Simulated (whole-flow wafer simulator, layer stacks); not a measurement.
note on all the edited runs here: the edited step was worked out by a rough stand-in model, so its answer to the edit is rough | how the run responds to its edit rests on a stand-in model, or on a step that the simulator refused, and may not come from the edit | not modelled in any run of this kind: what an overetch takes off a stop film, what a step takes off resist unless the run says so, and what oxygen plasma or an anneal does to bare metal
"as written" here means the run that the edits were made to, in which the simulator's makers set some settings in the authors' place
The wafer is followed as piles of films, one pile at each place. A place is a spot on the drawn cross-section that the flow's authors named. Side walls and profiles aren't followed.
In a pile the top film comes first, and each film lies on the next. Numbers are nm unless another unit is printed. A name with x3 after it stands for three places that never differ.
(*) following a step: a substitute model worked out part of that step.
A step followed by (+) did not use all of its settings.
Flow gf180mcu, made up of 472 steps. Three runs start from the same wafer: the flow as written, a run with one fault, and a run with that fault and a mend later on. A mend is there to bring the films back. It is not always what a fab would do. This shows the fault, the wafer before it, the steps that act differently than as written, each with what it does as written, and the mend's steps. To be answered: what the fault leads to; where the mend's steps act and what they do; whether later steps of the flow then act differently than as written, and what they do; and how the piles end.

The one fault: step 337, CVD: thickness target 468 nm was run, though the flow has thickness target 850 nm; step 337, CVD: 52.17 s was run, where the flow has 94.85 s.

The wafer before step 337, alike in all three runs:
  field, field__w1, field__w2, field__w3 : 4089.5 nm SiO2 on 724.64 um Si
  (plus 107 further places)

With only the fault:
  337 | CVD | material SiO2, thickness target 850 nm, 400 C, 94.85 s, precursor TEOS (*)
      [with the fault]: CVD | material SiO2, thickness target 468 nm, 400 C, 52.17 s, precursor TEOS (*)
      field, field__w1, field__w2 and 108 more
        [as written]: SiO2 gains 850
        [with the fault]: SiO2 gains 475.7
  Later steps of the flow acting differently than as written (not shown: 4 more steps that differ only slightly, by at most 2% or 0.5 nm, whichever is larger):
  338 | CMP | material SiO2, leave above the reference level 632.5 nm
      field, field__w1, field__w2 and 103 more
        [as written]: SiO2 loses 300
        [with the fault]: nothing
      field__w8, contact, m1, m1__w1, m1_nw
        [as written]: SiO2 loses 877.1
        [with the fault]: SiO2 loses 502.8
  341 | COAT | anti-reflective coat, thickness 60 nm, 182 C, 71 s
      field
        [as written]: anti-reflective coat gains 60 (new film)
        [with the fault]: anti-reflective coat gains 89.8 (new film)
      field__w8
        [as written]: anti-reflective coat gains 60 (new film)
        [with the fault]: anti-reflective coat gains 22.5 (new film)
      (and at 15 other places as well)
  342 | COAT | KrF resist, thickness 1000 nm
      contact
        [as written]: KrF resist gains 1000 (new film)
        [with the fault]: KrF resist gains 972.3 (new film)
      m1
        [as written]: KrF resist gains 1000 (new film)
        [with the fault]: KrF resist gains 968.5 (new film)
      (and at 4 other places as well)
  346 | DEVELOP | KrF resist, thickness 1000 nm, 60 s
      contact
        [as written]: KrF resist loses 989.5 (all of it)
        [with the fault]: KrF resist loses 962 (all of it)
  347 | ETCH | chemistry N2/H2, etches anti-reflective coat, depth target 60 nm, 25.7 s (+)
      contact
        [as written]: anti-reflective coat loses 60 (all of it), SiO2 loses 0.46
        [with the fault]: anti-reflective coat loses 26.4 (all of it), SiO2 loses 1.32
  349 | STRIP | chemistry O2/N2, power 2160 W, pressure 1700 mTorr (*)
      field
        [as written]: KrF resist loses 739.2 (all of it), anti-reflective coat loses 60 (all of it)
        [with the fault]: KrF resist loses 725.7 (all of it), anti-reflective coat loses 89.8 (all of it)
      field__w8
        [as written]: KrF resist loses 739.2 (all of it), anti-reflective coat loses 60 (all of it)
        [with the fault]: KrF resist loses 730.2 (all of it), anti-reflective coat loses 22.5 (all of it)
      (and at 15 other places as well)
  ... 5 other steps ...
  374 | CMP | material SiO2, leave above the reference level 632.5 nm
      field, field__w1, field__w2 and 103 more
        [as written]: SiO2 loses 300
        [with the fault]: SiO2 loses 287.7
  The piles end different from the flow's at field, field__w1, field__w2 and 109 more by more than 2% or 0.5 nm, whichever is larger.
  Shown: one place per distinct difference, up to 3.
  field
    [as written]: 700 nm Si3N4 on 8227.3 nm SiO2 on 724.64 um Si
    [with the fault]: 700 nm Si3N4 on 3603.9 nm SiO2 on 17 nm W on 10 nm TiN on 15 nm Ti on 4565.2 nm SiO2 on 724.64 um Si
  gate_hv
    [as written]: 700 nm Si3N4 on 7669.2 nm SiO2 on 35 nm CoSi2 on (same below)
    [with the fault]: 700 nm Si3N4 on 3603.9 nm SiO2 on 17 nm W on 10 nm TiN on 15 nm Ti on 4007.1 nm SiO2 on 35 nm CoSi2 on (same below)
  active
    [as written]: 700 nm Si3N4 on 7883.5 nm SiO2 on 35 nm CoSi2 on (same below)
    [with the fault]: 700 nm Si3N4 on 3603.9 nm SiO2 on 17 nm W on 10 nm TiN on 15 nm Ti on 4221.4 nm SiO2 on 35 nm CoSi2 on (same below)

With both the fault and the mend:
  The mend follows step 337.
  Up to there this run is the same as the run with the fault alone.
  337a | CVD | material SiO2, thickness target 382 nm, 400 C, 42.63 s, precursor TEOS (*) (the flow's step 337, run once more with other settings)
      field, field__w1, field__w2 and 108 more
        SiO2 gains 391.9
  Later steps of the flow acting differently than as written:
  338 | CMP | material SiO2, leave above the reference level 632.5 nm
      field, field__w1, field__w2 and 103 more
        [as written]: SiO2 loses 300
        [with the mend]: SiO2 loses 317.6
  The piles end the same as the flow's at every place that both follow.
